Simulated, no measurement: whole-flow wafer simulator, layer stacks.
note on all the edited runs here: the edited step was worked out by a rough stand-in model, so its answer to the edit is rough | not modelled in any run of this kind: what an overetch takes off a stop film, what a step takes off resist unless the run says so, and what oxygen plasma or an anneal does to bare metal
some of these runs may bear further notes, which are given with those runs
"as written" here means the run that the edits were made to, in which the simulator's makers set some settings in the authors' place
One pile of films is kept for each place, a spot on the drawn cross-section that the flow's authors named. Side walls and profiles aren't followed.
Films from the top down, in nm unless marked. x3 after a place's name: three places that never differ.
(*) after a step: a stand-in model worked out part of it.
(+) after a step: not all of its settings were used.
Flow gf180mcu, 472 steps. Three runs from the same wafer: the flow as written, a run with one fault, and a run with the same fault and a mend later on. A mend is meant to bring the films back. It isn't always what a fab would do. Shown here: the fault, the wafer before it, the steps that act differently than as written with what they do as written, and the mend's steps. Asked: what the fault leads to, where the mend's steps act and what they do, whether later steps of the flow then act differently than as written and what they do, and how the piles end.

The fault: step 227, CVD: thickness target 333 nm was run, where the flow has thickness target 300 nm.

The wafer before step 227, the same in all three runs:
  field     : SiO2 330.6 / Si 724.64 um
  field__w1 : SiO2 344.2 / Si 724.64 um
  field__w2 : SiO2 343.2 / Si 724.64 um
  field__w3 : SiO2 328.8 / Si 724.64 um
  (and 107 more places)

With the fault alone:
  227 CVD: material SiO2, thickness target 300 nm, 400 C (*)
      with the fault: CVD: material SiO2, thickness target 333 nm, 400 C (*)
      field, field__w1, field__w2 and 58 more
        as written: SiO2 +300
        with the fault: SiO2 +333
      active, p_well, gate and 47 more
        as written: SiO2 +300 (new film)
        with the fault: SiO2 +333 (new film)
  Later steps of the flow that act differently than as written (3 more steps differ only slightly, by at most 2% or 0.5 nm, whichever is larger, and aren't shown):
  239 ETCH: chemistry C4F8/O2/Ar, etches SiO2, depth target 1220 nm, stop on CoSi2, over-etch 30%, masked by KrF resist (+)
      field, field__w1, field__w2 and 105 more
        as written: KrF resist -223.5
        with the fault: KrF resist -232.1
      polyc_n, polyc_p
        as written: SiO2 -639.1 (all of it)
        with the fault: SiO2 -672.1 (all of it)
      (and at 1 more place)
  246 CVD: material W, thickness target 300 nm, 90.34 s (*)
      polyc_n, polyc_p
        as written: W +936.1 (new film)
        with the fault: W +969.1 (new film)
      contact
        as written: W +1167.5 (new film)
        with the fault: W +1200.8 (new film)
  At the end the piles differ from the flow's by more than 2% or 0.5 nm, whichever is larger, at field__w8, contact, m1 and 6 more.
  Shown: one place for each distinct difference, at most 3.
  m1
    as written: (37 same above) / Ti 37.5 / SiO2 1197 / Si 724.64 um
    with the fault: (37 same above) / Ti 37.5 / SiO2 1230 / Si 724.64 um
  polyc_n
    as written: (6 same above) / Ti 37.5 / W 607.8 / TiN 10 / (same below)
    with the fault: (6 same above) / Ti 37.5 / W 640.8 / TiN 10 / (same below)
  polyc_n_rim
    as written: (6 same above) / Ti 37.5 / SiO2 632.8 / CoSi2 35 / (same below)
    with the fault: (6 same above) / Ti 37.5 / SiO2 665.8 / CoSi2 35 / (same below)

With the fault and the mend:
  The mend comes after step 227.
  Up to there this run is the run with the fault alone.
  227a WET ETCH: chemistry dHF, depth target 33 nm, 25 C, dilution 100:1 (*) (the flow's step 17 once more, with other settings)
      field, field__w1, field__w2 and 108 more
        SiO2 -33
  No later step of the flow acts differently than as written at any place that is followed.
  At the end the piles are the same as the flow's at every place that both follow.
